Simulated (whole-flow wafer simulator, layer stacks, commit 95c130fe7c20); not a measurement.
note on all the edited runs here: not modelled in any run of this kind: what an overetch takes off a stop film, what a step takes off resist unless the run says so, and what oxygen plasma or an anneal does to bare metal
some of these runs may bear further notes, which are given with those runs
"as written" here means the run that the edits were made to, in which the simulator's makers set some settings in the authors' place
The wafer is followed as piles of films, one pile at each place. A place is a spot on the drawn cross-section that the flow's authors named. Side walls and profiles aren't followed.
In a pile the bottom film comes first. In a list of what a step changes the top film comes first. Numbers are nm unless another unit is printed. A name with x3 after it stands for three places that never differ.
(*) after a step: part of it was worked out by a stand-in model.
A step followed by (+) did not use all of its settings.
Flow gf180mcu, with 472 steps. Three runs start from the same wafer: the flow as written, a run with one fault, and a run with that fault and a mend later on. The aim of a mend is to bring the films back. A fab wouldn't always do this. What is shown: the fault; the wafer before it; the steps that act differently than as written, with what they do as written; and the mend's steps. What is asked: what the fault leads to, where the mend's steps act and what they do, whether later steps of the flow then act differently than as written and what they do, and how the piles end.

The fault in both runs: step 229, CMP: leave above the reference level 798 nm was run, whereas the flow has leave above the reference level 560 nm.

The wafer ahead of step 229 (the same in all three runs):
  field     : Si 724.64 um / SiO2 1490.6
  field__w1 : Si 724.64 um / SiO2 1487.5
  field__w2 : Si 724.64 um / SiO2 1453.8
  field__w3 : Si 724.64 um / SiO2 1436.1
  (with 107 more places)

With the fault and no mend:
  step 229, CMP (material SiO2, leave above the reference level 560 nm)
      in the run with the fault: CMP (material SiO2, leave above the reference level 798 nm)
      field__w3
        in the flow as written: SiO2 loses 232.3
        in the run with the fault: nothing
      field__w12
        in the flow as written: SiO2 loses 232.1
        in the run with the fault: nothing
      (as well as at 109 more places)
  Steps further on in the flow that do not act as written (5 other steps are not shown; they differ only slightly, by no more than 2% or 0.5 nm, whichever is larger):
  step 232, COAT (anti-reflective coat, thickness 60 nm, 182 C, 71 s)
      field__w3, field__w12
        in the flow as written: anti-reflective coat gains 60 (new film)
        in the run with the fault: anti-reflective coat gains 65 (new film)
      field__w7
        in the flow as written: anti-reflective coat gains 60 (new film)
        in the run with the fault: anti-reflective coat gains 56 (new film)
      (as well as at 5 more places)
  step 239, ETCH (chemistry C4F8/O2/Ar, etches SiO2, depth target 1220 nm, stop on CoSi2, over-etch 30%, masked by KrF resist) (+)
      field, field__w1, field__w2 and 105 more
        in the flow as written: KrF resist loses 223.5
        in the run with the fault: KrF resist loses 244
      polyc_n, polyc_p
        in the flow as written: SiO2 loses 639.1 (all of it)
        in the run with the fault: SiO2 loses 877.1 (all of it)
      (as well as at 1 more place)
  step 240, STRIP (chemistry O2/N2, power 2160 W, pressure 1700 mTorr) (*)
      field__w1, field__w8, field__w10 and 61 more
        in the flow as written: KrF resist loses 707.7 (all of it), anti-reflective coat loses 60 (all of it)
        in the run with the fault: KrF resist loses 687.2 (all of it), anti-reflective coat loses 60 (all of it)
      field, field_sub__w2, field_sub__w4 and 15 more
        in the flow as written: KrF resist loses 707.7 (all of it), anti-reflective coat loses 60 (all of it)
        in the run with the fault: KrF resist loses 687.1 (all of it), anti-reflective coat loses 60 (all of it)
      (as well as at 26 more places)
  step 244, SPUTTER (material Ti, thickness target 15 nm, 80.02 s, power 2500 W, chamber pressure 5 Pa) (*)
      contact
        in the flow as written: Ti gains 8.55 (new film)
        in the run with the fault: Ti gains 7.45 (new film)
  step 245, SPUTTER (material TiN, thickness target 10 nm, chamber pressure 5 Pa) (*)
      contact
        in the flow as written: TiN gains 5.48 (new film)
        in the run with the fault: TiN gains 4.79 (new film)
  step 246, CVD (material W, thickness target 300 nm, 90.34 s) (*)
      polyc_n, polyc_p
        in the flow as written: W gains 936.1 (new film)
        in the run with the fault: W gains 1174.1 (new film)
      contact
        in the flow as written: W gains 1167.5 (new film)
        in the run with the fault: W gains 1407.3 (new film)
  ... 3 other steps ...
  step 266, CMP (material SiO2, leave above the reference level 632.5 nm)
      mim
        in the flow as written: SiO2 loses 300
        in the run with the fault: SiO2 loses 286.8
  The piles end different from the flow's at field, field__w1, field__w2 and 109 more by more than 2% or 0.5 nm, whichever is larger.
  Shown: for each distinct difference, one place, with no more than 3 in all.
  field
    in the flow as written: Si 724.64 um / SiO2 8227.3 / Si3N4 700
    in the run with the fault: Si 724.64 um / SiO2 8465.2 / Si3N4 700
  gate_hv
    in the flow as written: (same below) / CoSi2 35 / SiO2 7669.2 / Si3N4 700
    in the run with the fault: (same below) / CoSi2 35 / SiO2 7907.1 / Si3N4 700
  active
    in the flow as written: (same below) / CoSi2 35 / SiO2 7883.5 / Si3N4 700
    in the run with the fault: (same below) / CoSi2 35 / SiO2 8121.5 / Si3N4 700

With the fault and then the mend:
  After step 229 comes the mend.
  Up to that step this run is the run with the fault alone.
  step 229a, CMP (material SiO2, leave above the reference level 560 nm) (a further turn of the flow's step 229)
      field, field__w1, field__w2 and 105 more
        SiO2 loses 238
      field__w3
        SiO2 loses 232.3
      field__w12
        SiO2 loses 232.1
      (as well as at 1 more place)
  None of the later steps of the flow acts differently than as written at any place that is followed.
  The piles end the same as the flow's at every place that both follow.
